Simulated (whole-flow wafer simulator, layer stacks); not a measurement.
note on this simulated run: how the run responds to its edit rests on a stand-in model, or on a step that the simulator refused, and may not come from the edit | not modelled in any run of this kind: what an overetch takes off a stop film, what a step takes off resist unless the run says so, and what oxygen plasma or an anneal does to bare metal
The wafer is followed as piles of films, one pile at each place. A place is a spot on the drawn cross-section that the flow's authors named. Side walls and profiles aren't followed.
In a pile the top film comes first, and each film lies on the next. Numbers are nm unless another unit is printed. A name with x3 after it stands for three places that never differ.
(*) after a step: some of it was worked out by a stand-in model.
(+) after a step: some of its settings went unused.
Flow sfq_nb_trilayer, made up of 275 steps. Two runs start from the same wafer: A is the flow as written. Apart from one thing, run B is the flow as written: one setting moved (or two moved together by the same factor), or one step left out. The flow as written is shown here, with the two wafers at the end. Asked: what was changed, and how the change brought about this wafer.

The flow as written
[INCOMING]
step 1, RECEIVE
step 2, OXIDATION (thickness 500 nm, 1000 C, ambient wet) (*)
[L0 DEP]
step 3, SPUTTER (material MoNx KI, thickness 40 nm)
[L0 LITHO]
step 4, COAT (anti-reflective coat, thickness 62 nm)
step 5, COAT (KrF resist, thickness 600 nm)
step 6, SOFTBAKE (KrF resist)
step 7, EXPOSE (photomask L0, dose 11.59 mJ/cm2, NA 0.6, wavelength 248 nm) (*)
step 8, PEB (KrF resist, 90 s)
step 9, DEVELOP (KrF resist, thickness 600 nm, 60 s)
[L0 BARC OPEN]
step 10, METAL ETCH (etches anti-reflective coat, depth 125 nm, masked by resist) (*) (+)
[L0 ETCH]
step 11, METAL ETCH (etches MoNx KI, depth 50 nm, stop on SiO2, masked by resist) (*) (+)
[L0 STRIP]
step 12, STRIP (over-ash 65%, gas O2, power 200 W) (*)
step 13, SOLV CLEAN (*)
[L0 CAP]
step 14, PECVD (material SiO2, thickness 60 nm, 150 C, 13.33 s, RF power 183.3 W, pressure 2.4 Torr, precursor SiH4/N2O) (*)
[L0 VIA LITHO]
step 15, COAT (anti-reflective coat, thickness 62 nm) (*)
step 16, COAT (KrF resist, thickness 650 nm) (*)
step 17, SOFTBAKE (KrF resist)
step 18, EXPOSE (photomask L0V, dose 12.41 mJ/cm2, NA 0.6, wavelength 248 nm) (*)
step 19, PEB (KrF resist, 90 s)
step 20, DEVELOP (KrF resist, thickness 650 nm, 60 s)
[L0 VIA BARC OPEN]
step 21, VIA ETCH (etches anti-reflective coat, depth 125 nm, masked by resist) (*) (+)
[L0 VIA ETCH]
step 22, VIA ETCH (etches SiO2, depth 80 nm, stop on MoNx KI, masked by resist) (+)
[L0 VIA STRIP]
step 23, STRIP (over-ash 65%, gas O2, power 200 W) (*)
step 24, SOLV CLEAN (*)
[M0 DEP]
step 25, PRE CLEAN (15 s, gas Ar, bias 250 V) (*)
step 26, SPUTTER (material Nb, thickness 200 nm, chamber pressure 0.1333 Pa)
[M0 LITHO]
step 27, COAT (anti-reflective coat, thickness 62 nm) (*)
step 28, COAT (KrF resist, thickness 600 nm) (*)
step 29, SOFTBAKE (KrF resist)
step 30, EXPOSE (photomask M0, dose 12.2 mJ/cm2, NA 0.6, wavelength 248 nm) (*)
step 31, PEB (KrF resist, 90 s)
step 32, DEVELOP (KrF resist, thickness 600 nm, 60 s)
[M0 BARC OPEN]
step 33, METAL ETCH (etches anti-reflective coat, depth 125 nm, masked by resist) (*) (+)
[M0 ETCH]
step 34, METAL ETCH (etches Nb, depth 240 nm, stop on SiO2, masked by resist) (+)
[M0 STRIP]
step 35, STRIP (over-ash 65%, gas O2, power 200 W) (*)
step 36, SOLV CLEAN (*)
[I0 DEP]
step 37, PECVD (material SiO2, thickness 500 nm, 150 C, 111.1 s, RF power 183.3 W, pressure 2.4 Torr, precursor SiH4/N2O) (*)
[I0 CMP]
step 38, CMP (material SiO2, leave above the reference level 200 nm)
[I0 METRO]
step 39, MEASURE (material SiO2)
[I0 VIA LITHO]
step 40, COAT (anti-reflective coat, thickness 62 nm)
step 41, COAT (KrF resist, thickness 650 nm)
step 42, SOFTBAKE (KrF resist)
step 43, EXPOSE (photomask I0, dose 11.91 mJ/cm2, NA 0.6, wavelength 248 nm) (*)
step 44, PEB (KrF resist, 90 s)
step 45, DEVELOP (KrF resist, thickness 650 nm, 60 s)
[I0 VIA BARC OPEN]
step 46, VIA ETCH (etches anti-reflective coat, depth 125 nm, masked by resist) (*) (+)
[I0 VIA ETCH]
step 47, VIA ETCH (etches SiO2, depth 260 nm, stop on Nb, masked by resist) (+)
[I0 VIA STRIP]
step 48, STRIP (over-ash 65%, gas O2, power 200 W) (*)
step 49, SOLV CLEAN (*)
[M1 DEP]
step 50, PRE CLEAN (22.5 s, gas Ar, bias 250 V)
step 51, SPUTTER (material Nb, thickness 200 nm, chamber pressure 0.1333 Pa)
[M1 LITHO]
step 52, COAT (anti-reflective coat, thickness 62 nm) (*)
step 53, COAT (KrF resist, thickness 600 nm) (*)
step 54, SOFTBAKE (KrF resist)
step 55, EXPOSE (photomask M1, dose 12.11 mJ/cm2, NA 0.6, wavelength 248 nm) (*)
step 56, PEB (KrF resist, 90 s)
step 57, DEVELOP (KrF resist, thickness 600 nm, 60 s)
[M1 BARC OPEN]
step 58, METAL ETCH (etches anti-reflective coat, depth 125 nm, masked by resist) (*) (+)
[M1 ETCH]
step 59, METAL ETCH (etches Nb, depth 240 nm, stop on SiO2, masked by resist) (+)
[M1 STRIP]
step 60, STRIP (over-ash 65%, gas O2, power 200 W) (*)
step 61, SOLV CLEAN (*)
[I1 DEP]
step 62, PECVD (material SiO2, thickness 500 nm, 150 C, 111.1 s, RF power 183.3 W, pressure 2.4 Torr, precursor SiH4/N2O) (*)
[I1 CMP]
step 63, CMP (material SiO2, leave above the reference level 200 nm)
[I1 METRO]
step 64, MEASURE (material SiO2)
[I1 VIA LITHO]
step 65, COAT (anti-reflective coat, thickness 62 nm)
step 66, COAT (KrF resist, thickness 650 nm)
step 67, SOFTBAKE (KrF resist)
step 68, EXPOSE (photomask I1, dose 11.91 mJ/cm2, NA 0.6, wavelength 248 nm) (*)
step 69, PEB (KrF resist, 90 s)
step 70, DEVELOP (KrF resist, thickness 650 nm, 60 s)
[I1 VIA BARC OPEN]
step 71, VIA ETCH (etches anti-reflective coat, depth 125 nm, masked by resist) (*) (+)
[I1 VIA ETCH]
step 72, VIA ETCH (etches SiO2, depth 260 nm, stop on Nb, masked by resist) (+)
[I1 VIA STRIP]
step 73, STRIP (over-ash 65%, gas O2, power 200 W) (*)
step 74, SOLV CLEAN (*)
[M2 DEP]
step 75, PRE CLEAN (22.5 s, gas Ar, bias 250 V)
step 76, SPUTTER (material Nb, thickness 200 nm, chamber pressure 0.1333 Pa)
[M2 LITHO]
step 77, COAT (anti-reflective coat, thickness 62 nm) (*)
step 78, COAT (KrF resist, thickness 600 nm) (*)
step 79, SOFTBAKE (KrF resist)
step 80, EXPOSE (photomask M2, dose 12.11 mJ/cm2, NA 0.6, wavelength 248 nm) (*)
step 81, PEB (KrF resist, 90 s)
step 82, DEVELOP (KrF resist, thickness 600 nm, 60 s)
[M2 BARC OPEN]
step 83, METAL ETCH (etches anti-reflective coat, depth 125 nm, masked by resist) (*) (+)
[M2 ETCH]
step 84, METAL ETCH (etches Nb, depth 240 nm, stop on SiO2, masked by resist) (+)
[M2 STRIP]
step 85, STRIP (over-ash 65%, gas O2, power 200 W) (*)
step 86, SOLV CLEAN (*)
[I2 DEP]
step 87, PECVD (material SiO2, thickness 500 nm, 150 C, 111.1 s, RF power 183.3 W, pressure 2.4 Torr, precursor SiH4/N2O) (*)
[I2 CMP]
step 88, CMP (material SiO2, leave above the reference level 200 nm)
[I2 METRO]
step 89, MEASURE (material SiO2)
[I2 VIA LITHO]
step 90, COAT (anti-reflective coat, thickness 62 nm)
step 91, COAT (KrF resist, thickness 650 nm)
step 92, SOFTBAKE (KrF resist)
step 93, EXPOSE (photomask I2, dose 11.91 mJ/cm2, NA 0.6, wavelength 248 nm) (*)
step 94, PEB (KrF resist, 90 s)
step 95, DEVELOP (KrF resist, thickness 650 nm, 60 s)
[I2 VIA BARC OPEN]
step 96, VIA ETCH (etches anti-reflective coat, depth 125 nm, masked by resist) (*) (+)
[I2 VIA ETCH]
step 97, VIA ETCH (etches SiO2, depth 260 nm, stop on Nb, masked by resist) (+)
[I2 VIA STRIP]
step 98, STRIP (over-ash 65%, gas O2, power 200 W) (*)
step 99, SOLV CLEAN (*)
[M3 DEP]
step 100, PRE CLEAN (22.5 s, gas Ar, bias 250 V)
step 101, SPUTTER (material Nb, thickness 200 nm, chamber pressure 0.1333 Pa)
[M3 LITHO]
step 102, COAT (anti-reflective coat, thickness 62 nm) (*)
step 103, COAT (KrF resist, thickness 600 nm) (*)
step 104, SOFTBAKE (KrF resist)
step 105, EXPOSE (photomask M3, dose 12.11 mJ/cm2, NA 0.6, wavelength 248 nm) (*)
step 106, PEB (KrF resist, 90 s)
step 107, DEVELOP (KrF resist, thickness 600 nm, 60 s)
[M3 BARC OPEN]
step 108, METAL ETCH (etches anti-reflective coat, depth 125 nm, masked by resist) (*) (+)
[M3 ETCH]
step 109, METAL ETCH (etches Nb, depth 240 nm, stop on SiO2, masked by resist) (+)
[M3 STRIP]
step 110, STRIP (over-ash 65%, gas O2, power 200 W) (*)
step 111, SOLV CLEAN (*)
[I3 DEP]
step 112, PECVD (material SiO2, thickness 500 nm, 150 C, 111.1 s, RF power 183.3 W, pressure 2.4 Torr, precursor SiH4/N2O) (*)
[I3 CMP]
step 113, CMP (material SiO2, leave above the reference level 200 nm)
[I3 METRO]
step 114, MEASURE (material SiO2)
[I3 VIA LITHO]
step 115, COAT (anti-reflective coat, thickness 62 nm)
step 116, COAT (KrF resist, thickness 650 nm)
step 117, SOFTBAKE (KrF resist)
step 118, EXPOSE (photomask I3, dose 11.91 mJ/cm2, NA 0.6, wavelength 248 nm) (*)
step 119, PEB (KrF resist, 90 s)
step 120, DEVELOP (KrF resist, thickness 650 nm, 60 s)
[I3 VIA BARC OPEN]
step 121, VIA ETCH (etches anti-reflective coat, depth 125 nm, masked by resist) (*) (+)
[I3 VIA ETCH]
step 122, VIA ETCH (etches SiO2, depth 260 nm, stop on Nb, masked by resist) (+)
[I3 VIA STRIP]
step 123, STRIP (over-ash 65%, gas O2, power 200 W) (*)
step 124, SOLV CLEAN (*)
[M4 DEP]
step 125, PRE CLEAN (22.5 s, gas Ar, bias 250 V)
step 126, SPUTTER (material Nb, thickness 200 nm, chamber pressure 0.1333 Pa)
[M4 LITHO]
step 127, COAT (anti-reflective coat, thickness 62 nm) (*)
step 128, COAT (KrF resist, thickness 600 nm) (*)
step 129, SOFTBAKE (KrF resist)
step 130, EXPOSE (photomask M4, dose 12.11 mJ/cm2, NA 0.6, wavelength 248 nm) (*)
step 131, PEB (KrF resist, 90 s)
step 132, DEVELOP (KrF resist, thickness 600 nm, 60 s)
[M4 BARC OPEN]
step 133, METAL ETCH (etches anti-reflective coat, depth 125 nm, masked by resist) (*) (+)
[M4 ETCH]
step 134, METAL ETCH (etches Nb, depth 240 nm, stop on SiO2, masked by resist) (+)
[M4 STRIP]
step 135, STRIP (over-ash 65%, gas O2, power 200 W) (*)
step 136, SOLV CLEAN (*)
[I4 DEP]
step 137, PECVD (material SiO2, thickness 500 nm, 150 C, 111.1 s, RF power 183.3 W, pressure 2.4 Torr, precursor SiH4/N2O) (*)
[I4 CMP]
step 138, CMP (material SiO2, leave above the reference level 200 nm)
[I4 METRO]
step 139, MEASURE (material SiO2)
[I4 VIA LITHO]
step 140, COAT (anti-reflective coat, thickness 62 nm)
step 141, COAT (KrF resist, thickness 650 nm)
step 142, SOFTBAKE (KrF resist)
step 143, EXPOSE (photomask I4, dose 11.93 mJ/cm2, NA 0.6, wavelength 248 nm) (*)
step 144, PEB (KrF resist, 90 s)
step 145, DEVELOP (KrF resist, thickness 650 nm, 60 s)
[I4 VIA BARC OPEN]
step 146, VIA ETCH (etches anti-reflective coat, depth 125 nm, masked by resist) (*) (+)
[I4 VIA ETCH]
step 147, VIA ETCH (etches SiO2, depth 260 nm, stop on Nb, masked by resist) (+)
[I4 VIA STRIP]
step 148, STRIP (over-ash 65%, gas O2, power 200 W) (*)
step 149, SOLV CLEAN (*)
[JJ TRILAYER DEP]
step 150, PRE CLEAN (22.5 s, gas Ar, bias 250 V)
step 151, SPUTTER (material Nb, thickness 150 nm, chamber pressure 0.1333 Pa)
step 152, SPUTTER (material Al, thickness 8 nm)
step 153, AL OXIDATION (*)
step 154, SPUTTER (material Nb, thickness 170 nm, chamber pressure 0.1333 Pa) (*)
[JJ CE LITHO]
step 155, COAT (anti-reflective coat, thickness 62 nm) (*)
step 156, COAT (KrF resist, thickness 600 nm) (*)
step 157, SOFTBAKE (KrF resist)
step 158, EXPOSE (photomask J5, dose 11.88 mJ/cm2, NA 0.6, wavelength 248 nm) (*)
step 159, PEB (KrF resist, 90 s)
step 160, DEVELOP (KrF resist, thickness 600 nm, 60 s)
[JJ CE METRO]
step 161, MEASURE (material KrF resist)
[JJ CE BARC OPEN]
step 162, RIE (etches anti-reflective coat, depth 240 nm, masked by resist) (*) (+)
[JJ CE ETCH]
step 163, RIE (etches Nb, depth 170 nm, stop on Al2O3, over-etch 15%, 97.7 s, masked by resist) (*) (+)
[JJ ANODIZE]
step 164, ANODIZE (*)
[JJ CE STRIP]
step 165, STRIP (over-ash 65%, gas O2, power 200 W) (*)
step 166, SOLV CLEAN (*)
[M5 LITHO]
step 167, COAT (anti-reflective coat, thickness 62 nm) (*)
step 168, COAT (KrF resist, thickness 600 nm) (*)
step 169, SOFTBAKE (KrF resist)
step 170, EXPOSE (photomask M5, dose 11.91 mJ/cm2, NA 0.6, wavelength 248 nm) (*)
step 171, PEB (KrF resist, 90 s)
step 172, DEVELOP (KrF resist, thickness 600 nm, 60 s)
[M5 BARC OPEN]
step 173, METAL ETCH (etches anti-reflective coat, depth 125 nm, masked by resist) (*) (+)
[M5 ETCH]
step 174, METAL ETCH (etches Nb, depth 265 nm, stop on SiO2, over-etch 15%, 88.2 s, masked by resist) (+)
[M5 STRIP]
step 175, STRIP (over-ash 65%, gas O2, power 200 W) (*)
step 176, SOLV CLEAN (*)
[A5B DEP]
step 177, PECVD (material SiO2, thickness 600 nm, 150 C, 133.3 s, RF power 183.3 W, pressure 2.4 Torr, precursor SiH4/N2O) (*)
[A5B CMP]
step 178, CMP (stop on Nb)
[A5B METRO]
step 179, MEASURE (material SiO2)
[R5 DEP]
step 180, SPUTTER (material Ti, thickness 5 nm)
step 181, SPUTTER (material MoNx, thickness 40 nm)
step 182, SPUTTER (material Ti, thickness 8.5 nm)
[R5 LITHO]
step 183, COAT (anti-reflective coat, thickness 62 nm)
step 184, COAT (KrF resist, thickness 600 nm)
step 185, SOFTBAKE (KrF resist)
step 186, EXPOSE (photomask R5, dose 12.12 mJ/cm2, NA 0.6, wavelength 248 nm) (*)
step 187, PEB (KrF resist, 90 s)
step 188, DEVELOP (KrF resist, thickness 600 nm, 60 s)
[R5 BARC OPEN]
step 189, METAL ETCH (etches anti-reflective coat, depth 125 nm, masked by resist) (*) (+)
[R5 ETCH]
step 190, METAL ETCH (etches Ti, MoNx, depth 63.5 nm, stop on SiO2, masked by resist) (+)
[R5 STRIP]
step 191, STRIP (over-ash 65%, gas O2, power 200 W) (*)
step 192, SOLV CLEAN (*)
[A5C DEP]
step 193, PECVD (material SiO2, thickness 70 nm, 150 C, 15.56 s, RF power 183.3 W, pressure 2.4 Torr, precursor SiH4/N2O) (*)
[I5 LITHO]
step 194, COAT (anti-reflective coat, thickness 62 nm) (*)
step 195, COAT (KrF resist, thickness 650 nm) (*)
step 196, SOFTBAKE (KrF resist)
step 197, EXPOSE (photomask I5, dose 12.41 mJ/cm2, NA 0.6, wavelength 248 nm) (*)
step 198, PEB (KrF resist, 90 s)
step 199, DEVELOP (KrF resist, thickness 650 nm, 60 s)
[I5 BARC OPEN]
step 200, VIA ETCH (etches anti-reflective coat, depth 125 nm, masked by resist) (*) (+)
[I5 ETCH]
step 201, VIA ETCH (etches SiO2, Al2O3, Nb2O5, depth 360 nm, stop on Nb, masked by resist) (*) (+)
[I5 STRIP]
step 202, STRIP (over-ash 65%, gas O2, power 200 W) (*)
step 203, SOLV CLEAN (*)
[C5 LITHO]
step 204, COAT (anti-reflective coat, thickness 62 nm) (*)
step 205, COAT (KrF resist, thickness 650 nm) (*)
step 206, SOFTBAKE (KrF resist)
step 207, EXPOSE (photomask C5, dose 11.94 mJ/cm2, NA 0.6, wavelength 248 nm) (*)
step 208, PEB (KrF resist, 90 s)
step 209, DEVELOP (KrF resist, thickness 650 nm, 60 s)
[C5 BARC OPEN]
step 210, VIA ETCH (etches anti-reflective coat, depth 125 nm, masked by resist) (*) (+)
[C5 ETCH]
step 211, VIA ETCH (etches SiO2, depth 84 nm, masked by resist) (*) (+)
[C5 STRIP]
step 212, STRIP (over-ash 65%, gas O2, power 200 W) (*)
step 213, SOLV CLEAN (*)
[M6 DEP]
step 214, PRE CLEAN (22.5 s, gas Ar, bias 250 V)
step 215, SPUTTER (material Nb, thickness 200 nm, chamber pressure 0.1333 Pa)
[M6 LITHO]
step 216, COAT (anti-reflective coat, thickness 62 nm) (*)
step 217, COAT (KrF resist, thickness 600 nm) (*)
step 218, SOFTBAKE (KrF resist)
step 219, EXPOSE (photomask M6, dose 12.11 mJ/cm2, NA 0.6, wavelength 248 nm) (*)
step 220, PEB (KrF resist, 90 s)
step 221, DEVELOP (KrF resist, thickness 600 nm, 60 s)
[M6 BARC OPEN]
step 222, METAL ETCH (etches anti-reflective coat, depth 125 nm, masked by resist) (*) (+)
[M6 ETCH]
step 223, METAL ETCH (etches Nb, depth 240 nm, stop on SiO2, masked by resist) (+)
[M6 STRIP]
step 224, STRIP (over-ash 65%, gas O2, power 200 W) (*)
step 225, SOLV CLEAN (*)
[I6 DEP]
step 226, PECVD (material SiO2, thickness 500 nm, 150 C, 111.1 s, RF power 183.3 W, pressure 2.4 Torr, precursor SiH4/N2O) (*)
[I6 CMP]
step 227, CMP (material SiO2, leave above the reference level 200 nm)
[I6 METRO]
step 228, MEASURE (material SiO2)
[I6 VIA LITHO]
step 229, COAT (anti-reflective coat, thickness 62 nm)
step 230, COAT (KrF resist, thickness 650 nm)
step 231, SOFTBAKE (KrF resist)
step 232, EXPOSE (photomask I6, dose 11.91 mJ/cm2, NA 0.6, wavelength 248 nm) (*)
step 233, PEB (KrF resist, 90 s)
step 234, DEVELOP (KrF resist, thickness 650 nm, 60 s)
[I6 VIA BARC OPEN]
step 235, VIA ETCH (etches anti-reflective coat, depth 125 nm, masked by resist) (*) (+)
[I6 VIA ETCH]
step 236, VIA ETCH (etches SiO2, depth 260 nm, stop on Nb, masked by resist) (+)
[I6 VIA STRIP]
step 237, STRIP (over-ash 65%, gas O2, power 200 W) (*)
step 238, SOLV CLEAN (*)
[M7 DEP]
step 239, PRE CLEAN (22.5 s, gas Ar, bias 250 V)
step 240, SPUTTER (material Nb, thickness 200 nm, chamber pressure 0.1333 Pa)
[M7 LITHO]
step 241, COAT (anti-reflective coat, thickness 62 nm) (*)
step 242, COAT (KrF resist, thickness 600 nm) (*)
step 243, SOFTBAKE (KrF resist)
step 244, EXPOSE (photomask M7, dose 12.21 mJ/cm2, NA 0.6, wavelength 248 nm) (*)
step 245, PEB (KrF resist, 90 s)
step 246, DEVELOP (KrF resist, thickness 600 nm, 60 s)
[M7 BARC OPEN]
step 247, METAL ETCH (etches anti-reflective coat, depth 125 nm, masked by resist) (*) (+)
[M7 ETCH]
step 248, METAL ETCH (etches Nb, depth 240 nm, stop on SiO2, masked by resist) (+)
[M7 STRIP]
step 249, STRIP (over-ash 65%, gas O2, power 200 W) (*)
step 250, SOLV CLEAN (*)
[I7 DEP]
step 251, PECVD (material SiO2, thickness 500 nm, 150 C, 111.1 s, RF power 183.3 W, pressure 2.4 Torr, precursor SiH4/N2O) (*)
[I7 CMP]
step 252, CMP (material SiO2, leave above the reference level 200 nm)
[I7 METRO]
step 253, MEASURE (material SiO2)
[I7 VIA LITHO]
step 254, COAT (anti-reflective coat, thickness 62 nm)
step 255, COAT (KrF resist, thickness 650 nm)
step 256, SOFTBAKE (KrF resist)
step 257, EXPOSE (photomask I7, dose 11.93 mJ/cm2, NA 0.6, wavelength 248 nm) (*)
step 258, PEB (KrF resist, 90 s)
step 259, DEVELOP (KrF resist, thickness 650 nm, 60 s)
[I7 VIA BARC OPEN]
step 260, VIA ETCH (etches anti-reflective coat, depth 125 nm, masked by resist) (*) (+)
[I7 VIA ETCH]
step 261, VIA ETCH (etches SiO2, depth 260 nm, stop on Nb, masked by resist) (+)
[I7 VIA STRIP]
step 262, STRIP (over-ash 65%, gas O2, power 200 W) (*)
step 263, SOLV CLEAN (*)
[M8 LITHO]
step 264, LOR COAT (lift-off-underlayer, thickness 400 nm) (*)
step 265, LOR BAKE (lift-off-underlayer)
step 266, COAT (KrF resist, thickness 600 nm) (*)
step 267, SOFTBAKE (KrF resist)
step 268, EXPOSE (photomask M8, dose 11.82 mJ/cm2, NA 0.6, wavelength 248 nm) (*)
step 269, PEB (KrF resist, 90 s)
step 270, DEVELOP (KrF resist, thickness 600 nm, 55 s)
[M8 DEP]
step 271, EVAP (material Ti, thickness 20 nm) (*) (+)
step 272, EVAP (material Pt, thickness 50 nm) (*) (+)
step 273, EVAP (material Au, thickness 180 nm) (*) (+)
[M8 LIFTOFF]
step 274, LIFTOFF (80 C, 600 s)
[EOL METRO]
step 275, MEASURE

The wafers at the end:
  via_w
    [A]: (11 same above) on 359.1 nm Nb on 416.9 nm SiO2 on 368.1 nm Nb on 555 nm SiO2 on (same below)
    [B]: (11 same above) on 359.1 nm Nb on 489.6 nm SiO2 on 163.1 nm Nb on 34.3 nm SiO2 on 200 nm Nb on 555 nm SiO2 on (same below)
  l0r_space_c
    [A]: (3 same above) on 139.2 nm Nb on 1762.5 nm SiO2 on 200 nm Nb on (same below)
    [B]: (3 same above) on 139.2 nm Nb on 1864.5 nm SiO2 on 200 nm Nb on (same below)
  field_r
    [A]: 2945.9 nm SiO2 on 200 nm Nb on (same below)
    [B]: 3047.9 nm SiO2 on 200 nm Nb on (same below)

What caused this: step 38, CMP: leave above the reference level 302 nm was run, whereas the flow has leave above the reference level 200 nm.

Step by step, how the change led to this:
  step 38, CMP (material SiO2, leave above the reference level 200 nm)
      v_sur, via_wl, via_w and 94 more: A -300 SiO2 | B -198 SiO2
      field_l, l0_sur, l0r_line_l, l0r_line_c, l0r_line_r: A -340 SiO2 | B -238 SiO2
      (and at 4 other places as well)
  step 47, VIA ETCH (etches SiO2, depth 260 nm, stop on Nb, masked by resist) (+)
      via_w: A -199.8 SiO2 (all of it) | B -260 SiO2
  step 50, PRE CLEAN (22.5 s, gas Ar, bias 250 V)
      via_w: A -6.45 Nb | B -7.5 SiO2
  step 51, SPUTTER (material Nb, thickness 200 nm, chamber pressure 0.1333 Pa)
      via_w: A +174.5 Nb | B +163.1 Nb (new film)
  step 52, COAT (anti-reflective coat, thickness 62 nm) (*)
      via_w: A +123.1 anti-reflective coat (new film) | B +136.1 anti-reflective coat (new film)
      via_wr: A +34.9 anti-reflective coat (new film) | B +33.2 anti-reflective coat (new film)
  step 53, COAT (KrF resist, thickness 600 nm) (*)
      via_w: A +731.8 KrF resist (new film) | B +781.6 KrF resist (new film)
  step 60, STRIP (over-ash 65%, gas O2, power 200 W) (*)
      via_w: A -513.8 KrF resist (all of it), -123.1 anti-reflective coat (all of it) | B -563.6 KrF resist (all of it), -136.1 anti-reflective coat (all of it)
      via_wr: A -384.4 KrF resist (all of it), -34.9 anti-reflective coat (all of it) | B -378.6 KrF resist (all of it), -33.2 anti-reflective coat (all of it)
  step 62, PECVD (material SiO2, thickness 500 nm, 150 C, 111.1 s, RF power 183.3 W, pressure 2.4 Torr, precursor SiH4/N2O) (*)
      via_w: A +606 SiO2 (new film) | B +678.7 SiO2 (new film)
If metal films that touch count as one body, via_w has 6 bodies (between them, from the top down: SiO2 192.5; SiO2 427.3 / Al2O3 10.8 / Nb2O5 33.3; SiO2 425.9; SiO2 489.6; SiO2 34.3); the flow as written gives 5 bodies (between them, from the top down: SiO2 192.5; SiO2 427.3 / Al2O3 10.8 / Nb2O5 33.3; SiO2 425.9; SiO2 416.9).
